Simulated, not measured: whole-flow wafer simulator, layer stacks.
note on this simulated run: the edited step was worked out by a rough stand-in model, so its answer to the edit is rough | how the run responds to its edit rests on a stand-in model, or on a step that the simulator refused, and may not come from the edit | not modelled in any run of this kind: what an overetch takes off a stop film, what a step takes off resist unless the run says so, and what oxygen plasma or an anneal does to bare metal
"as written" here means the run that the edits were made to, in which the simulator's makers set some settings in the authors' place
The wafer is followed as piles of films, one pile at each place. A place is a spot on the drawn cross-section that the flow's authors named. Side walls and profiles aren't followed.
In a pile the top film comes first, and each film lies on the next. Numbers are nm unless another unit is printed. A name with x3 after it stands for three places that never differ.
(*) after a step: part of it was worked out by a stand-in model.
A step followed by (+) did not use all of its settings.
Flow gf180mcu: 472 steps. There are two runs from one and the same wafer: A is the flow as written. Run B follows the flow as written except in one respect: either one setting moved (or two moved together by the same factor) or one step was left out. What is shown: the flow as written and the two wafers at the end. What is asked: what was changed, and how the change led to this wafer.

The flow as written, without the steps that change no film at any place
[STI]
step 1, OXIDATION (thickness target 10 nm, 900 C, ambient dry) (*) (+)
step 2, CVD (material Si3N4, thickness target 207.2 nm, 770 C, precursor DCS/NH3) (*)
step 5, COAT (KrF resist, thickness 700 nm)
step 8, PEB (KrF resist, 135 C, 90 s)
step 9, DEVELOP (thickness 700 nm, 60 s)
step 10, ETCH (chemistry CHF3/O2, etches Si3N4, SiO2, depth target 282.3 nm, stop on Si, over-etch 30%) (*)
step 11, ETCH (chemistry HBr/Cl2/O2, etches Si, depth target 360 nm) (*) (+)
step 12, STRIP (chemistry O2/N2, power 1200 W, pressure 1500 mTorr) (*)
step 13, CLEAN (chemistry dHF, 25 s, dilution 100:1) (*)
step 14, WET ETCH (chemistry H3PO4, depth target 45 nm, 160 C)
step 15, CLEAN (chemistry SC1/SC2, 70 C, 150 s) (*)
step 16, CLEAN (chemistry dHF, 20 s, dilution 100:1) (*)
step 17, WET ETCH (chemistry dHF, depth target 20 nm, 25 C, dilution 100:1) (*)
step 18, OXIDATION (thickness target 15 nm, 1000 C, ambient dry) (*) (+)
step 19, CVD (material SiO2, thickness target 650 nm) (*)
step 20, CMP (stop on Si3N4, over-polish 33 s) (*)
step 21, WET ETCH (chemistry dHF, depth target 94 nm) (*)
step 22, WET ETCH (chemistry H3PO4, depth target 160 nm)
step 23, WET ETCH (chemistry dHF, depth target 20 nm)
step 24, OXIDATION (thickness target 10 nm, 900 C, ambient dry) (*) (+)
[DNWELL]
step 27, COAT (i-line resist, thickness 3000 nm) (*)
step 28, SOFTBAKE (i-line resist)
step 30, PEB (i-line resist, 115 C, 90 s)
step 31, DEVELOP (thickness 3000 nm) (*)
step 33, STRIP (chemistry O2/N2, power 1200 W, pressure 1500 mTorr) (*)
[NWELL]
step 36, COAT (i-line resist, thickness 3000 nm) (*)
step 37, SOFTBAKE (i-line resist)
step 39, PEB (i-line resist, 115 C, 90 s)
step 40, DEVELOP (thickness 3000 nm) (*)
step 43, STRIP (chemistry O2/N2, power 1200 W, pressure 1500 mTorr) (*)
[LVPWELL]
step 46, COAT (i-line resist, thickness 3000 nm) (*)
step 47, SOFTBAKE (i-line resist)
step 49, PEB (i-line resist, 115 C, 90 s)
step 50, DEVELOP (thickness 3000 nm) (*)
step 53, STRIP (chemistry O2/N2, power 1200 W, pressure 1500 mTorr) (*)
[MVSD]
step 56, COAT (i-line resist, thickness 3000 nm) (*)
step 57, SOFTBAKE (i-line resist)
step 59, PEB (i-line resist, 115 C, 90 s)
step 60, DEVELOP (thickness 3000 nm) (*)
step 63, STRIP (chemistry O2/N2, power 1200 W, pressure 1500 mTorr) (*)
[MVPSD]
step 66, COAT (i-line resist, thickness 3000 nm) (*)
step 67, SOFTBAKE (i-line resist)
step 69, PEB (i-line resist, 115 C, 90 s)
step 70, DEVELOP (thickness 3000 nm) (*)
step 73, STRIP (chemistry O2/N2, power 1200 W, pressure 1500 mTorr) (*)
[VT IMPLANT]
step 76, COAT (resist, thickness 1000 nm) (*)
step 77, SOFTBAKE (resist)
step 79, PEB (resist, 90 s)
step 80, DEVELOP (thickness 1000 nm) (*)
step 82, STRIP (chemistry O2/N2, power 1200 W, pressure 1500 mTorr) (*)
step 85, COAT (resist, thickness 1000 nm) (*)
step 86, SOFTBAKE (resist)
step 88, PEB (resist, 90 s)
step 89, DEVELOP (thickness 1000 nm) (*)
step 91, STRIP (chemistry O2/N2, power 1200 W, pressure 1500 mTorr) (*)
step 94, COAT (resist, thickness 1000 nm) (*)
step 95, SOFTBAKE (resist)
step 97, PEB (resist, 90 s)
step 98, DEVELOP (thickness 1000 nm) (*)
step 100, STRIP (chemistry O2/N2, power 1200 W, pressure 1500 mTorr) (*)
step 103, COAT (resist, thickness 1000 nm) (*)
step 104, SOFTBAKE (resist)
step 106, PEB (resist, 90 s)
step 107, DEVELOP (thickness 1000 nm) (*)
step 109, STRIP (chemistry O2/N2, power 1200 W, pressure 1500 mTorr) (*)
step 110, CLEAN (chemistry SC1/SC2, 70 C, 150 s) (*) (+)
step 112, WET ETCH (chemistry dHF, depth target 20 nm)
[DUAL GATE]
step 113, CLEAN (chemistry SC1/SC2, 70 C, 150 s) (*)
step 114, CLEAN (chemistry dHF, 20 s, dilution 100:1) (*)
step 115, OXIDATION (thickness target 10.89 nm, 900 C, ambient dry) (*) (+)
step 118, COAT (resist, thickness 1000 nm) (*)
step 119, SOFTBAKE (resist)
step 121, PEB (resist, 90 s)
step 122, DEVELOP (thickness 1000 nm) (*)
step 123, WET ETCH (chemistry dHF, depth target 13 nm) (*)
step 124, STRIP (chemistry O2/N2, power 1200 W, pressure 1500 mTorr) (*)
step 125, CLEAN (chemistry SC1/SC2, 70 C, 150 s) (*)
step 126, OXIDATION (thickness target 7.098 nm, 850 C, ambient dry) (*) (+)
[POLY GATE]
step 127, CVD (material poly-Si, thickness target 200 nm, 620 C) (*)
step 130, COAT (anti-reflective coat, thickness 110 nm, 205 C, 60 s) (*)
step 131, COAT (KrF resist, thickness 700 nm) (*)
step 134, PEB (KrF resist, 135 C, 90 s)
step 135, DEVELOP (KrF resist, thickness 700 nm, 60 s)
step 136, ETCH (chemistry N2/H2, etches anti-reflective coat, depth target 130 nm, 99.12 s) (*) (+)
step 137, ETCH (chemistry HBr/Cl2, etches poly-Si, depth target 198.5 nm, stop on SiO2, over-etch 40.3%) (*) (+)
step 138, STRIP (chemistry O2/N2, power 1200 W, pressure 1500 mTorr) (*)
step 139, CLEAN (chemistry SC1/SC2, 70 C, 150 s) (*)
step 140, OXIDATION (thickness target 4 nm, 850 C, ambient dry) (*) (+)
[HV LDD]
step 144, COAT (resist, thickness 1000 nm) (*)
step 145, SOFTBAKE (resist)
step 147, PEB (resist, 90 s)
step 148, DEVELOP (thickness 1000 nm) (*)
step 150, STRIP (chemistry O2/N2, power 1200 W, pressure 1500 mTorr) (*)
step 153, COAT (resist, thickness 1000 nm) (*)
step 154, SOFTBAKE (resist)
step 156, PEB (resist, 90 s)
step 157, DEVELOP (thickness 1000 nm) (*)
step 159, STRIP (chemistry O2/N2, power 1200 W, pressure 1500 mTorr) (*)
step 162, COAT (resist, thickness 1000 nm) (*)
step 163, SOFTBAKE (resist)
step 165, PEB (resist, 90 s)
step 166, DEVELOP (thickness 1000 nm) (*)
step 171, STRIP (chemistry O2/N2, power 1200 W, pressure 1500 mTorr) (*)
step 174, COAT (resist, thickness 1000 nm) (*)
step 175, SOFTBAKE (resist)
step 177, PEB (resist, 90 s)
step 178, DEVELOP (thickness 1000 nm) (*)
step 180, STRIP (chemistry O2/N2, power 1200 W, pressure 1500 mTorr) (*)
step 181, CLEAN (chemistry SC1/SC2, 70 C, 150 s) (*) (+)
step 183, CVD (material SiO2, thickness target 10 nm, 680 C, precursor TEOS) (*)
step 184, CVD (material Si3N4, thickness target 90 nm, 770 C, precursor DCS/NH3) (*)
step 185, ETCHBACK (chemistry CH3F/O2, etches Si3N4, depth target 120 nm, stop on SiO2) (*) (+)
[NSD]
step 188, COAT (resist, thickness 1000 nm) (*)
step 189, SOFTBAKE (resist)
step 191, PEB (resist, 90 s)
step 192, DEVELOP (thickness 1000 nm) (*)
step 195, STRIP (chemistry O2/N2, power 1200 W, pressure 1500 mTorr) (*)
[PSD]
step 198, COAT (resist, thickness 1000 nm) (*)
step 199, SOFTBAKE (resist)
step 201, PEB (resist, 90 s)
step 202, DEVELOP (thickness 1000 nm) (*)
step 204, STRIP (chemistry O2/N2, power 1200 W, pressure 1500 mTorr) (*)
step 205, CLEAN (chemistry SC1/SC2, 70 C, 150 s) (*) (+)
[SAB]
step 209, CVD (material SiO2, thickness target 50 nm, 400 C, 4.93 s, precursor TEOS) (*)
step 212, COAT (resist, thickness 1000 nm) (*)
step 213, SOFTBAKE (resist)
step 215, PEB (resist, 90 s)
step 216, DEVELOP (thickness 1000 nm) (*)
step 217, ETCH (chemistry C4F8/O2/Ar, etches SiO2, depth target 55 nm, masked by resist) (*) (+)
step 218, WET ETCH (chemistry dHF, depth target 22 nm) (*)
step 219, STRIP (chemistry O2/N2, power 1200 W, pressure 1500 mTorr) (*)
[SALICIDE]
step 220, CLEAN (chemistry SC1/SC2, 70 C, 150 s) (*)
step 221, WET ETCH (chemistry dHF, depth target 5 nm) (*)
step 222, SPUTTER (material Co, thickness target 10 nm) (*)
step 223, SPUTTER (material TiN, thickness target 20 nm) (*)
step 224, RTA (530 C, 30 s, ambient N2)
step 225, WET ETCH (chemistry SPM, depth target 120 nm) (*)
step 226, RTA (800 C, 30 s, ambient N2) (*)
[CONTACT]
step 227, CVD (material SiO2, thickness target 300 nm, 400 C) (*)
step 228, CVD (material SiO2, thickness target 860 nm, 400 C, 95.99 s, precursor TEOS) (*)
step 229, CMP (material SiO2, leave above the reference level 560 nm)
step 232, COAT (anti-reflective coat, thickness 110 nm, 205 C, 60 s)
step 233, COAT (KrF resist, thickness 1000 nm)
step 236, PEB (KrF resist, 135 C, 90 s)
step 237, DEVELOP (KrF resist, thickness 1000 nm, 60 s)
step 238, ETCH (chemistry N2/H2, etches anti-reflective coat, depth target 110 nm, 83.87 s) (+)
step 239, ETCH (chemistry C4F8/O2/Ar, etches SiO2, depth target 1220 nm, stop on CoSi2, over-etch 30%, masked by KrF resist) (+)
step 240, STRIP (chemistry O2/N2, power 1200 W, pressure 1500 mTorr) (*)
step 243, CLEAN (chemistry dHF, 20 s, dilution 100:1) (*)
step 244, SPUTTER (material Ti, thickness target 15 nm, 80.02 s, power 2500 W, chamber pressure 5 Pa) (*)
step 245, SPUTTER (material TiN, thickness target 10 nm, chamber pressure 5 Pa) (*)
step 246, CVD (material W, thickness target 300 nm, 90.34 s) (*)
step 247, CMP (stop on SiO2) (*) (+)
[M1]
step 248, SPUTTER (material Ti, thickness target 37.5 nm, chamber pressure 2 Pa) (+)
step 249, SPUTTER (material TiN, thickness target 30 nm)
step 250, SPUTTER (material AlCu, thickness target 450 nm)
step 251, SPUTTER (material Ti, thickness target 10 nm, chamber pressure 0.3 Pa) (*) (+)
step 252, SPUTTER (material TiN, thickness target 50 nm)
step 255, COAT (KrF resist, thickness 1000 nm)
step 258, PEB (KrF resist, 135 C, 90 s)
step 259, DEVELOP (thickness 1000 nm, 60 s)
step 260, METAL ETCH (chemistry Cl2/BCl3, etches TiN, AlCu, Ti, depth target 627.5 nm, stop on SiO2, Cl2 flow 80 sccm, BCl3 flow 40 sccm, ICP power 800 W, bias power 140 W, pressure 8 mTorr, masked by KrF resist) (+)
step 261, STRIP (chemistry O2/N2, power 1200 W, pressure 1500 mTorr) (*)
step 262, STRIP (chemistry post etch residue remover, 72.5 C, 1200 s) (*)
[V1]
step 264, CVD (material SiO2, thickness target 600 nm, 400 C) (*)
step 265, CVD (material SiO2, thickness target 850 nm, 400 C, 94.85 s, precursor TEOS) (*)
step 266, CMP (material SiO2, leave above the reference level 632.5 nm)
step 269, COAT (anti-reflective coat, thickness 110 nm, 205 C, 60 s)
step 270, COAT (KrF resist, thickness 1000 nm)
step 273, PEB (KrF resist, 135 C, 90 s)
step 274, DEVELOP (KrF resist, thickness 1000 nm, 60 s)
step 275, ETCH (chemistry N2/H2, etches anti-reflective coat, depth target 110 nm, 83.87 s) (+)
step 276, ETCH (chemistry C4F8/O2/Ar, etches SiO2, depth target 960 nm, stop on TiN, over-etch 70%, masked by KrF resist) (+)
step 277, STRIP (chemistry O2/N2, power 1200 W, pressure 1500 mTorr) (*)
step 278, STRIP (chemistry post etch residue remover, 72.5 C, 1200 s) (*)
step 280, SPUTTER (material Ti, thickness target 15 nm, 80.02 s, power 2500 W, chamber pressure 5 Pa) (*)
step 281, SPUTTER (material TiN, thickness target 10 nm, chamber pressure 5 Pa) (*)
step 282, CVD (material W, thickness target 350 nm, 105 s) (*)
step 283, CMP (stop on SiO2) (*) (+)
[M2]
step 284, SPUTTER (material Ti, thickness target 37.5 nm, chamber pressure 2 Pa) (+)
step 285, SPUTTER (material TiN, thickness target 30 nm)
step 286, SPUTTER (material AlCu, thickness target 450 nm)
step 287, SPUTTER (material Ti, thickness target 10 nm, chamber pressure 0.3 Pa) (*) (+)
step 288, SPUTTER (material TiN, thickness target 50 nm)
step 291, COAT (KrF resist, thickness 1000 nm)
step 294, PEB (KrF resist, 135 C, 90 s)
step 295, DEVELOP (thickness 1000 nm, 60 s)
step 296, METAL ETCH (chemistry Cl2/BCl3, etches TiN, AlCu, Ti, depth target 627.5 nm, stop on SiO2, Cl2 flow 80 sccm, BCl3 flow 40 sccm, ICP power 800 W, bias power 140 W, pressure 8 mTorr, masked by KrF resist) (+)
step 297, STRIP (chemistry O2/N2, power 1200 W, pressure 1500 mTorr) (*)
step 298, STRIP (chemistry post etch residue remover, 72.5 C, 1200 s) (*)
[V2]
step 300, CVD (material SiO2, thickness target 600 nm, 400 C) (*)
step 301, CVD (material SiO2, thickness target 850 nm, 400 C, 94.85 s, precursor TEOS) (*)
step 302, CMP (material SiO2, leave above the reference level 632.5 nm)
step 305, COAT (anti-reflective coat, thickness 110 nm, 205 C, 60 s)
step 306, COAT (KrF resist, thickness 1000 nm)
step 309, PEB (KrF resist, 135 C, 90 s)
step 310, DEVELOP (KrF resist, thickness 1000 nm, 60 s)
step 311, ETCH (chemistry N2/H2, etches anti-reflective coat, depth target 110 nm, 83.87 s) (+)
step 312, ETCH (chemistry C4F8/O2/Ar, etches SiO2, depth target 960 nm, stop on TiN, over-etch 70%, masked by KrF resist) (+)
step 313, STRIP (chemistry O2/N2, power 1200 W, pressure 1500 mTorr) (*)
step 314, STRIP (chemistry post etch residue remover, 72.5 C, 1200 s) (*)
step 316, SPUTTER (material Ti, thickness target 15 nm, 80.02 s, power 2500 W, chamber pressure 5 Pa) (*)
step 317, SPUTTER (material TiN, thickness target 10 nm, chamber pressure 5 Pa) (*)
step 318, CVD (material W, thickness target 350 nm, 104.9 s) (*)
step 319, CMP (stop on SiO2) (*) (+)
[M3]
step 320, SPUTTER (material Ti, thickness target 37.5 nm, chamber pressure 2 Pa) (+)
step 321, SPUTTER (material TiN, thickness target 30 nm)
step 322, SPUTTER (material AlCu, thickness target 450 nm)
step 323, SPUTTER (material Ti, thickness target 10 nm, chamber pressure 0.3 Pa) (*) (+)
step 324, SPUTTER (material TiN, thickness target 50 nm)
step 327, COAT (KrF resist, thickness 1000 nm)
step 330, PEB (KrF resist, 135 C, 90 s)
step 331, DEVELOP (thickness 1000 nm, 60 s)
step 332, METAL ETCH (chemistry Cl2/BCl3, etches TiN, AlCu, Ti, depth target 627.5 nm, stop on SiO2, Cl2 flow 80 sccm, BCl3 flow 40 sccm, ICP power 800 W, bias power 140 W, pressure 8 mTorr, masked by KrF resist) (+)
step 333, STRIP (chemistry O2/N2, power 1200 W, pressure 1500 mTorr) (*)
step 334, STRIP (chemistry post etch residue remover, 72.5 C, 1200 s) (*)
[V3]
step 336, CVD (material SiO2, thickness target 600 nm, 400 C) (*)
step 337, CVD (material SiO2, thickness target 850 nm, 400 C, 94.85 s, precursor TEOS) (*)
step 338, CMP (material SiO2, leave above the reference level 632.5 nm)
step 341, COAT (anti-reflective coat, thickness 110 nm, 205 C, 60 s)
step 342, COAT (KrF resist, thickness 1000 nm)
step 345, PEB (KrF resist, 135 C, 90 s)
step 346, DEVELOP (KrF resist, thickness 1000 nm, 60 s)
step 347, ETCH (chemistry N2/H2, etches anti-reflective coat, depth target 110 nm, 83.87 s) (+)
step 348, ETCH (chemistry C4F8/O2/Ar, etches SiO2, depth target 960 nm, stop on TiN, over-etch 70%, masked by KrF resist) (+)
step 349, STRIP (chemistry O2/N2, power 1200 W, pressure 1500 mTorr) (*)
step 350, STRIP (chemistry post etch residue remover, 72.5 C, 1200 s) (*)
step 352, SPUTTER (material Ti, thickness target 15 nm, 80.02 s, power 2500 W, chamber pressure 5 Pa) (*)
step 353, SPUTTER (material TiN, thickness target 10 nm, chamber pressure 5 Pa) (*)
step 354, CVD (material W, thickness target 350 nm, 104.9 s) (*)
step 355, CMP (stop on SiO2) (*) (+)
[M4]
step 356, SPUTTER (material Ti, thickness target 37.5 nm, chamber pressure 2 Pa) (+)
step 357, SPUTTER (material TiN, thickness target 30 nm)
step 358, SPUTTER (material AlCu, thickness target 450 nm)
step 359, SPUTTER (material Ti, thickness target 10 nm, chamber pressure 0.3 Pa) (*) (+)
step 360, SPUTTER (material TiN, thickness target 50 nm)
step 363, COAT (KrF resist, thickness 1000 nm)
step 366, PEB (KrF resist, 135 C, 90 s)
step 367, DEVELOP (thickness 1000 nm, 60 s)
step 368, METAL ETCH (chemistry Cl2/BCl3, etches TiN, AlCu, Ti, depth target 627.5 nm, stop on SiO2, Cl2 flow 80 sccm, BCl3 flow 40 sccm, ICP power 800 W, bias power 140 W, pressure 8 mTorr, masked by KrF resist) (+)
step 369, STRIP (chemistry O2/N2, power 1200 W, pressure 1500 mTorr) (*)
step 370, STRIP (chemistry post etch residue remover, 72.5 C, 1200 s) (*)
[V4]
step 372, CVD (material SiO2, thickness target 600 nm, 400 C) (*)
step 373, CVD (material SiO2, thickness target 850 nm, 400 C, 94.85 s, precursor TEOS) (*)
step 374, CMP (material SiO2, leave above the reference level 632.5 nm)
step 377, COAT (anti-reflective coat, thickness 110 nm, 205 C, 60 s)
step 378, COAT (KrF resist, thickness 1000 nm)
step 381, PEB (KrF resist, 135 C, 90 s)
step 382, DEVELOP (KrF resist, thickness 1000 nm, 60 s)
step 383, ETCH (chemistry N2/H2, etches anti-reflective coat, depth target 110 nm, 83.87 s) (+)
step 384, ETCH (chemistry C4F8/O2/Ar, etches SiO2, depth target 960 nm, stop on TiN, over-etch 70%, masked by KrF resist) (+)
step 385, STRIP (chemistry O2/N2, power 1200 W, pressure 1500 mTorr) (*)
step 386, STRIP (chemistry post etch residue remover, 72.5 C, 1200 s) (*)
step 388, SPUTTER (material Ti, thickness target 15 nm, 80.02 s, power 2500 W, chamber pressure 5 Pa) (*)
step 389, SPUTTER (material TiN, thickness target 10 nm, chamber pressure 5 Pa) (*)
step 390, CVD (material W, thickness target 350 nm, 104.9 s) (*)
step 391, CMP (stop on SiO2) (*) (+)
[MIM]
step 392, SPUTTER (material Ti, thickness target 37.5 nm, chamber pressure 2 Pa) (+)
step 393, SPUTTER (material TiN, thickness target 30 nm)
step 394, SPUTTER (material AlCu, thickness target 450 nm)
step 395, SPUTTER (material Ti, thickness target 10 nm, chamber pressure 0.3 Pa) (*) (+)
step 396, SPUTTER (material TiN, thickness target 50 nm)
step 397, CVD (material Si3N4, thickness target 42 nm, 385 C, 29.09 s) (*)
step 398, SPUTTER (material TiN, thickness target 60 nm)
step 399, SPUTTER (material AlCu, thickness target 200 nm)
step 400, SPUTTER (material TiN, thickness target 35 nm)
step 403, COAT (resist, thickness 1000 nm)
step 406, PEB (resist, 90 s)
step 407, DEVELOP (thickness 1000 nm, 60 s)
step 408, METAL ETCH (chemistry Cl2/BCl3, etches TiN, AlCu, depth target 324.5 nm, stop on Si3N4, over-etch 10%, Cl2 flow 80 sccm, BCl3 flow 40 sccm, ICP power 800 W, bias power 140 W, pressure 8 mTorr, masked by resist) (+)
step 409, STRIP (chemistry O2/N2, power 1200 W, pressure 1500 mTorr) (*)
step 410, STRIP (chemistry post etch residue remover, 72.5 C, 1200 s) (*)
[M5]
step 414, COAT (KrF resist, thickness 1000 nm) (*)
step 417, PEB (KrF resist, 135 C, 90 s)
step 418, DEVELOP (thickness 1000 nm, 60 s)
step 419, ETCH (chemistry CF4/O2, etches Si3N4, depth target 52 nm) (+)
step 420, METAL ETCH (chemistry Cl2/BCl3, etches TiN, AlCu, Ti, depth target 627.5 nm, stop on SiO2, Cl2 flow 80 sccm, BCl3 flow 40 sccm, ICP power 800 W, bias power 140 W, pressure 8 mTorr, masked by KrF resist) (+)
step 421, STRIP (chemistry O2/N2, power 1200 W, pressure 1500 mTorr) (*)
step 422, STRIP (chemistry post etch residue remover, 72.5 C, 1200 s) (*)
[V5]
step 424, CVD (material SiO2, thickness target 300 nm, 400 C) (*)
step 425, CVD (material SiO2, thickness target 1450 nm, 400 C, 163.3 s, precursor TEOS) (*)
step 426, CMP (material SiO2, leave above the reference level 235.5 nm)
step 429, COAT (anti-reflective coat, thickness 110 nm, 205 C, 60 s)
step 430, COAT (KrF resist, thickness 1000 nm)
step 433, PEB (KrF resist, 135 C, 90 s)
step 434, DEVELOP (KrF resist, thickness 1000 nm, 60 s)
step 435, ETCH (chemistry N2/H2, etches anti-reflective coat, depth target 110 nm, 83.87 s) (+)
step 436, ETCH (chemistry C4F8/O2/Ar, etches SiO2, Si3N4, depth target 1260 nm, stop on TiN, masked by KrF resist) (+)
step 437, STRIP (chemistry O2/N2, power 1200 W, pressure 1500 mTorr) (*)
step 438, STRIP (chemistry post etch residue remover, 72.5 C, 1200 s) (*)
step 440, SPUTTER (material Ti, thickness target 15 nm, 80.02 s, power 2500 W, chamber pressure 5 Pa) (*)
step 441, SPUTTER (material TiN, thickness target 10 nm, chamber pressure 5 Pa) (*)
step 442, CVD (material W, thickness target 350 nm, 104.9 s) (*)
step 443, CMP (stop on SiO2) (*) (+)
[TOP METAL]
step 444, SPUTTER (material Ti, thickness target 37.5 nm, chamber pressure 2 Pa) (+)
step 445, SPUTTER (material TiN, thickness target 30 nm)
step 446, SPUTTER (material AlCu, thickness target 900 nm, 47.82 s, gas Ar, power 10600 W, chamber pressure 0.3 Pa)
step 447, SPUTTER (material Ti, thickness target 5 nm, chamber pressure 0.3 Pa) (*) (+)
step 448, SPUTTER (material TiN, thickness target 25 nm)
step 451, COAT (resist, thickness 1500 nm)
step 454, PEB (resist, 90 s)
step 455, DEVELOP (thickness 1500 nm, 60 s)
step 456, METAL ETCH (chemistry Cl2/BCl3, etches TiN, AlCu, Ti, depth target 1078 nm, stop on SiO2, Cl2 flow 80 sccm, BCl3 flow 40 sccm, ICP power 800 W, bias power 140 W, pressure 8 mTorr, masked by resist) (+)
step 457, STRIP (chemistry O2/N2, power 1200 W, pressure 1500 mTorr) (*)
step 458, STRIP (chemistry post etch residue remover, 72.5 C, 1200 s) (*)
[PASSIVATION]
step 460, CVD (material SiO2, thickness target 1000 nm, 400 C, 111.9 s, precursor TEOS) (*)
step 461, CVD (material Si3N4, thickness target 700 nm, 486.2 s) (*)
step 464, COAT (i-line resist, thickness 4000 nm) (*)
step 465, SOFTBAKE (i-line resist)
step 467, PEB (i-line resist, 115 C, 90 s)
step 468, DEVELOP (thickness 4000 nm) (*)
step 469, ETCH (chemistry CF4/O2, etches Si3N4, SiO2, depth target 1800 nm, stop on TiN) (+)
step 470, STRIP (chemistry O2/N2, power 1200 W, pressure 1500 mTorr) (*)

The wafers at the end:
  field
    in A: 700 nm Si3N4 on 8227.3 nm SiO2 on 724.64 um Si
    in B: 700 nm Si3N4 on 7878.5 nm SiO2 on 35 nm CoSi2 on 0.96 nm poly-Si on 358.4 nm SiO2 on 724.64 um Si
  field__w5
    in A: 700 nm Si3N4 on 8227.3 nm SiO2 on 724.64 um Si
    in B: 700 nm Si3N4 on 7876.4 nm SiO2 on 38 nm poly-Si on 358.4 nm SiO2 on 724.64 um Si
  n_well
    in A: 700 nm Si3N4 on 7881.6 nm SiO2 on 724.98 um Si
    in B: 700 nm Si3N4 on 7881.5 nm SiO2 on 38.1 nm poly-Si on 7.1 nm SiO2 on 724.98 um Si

Cause: step 127, CVD: thickness target 320 nm was run, though the flow has thickness target 200 nm.

Step by step, how the change led to this:
  step 127, CVD (material poly-Si, thickness target 200 nm, 620 C) (*)
      field, field__w1, field__w2 and 87 more: A poly-Si gains 200 (new film) | B poly-Si gains 320 (new film)
      ldn_drn, ldp_drn: A poly-Si gains 200 (new film) | B poly-Si gains 321.1 (new film)
  step 137, ETCH (chemistry HBr/Cl2, etches poly-Si, depth target 198.5 nm, stop on SiO2, over-etch 40.3%) (*) (+)
      field, field__w3, field__w12 and 10 more: A poly-Si loses 198.6 (all of it), SiO2 loses 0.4 | B poly-Si loses 278.5
      active, n_well, sd_p and 9 more: A poly-Si loses 198.7 (all of it), SiO2 loses 0.4 | B poly-Si loses 278.5
      (as well as at 39 more places)
  step 138, STRIP (chemistry O2/N2, power 1200 W, pressure 1500 mTorr) (*)
      field, field__w1, field__w2 and 61 more: A nothing | B chemical SiO2 gains 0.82 (new film), poly-Si loses 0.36
  step 139, CLEAN (chemistry SC1/SC2, 70 C, 150 s) (*)
      field, field__w1, field__w2 and 34 more: A SiO2 loses 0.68 | B chemical SiO2 loses 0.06, poly-Si loses 0.27
  step 140, OXIDATION (thickness target 4 nm, 850 C, ambient dry) (*) (+)
      field, field__w1, field__w2 and 21 more: A SiO2 gains 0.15, Si loses 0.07 | B SiO2 gains 4 (new film), chemical SiO2 loses 0.76 (all of it), poly-Si loses 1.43
      active_hv, active_nat, ld_sd_n and 11 more: A SiO2 gains 0.96, Si loses 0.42 | B SiO2 gains 4 (new film), chemical SiO2 loses 0.76 (all of it), poly-Si loses 1.43
      (as well as at 26 more places)
  step 144, COAT (resist, thickness 1000 nm) (*)
      field_sub__w4: A resist gains 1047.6 (new film) | B resist gains 1070.5 (new film)
      gate: A resist gains 837.4 (new film) | B resist gains 773 (new film)
      (as well as at 31 more places)
  step 145, SOFTBAKE (resist)
      nw_enc_fld_lv__w3: A resist gains 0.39 | B resist loses 0.48
      ldn_sep__w1, ldp_sep: A resist gains 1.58 | B resist gains 2.38
      (as well as at 51 more places)
  step 147, PEB (resist, 90 s)
      gate_p_hv, gate_hv5: A resist loses 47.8 | B resist loses 44.2
      npoly_u, gate_p_hv5: A resist loses 47.4 | B resist loses 43.6
      (as well as at 30 more places)
  step 148, DEVELOP (thickness 1000 nm) (*)
      gate: A resist loses 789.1 (all of it) | B resist loses 727.7 (all of it)
      npoly_u: A resist loses 790.2 (all of it) | B resist loses 731.8 (all of it)
      (as well as at 3 more places)
  step 150, STRIP (chemistry O2/N2, power 1200 W, pressure 1500 mTorr) (*)
      field_sub__w4: A resist loses 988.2 (all of it) | B resist loses 1009.8 (all of it)
      gate_hv: A resist loses 795.2 (all of it) | B resist loses 739.4 (all of it)
      (as well as at 26 more places)
  step 153, COAT (resist, thickness 1000 nm) (*)
      field_sub__w4: A resist gains 1047.6 (new film) | B resist gains 1070.5 (new film)
      gate: A resist gains 837.4 (new film) | B resist gains 773 (new film)
      (as well as at 31 more places)
  step 154, SOFTBAKE (resist)
      nw_enc_fld_lv__w3: A resist gains 0.39 | B resist loses 0.48
      ldn_sep__w1, ldp_sep: A resist gains 1.58 | B resist gains 2.38
      (as well as at 51 more places)
  step 156, PEB (resist, 90 s)
      gate_p_hv, gate_hv5: A resist loses 47.8 | B resist loses 44.2
      npoly_u, gate_p_hv5: A resist loses 47.4 | B resist loses 43.6
      (as well as at 30 more places)
  step 157, DEVELOP (thickness 1000 nm) (*)
      gate_p: A resist loses 795.2 (all of it) | B resist loses 735.7 (all of it)
      ppoly_u: A resist loses 793.1 (all of it) | B resist loses 735.6 (all of it)
      (as well as at 3 more places)
  step 159, STRIP (chemistry O2/N2, power 1200 W, pressure 1500 mTorr) (*)
      field_sub__w4: A resist loses 988.2 (all of it) | B resist loses 1009.8 (all of it)
      gate: A resist loses 789.1 (all of it) | B resist loses 727.7 (all of it)
      (as well as at 26 more places)
  step 162, COAT (resist, thickness 1000 nm) (*)
      field_sub__w4: A resist gains 1047.6 (new film) | B resist gains 1070.5 (new film)
      gate: A resist gains 837.4 (new film) | B resist gains 773 (new film)
      (as well as at 31 more places)
  ... another 38 steps ...
  step 246, CVD (material W, thickness target 300 nm, 90.34 s) (*)
      polyc_n, polyc_p: A W gains 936 (new film) | B W gains 861.6 (new film)
With metal films that touch counted as one body, field has 1 body; the flow as written gives 0 bodies.
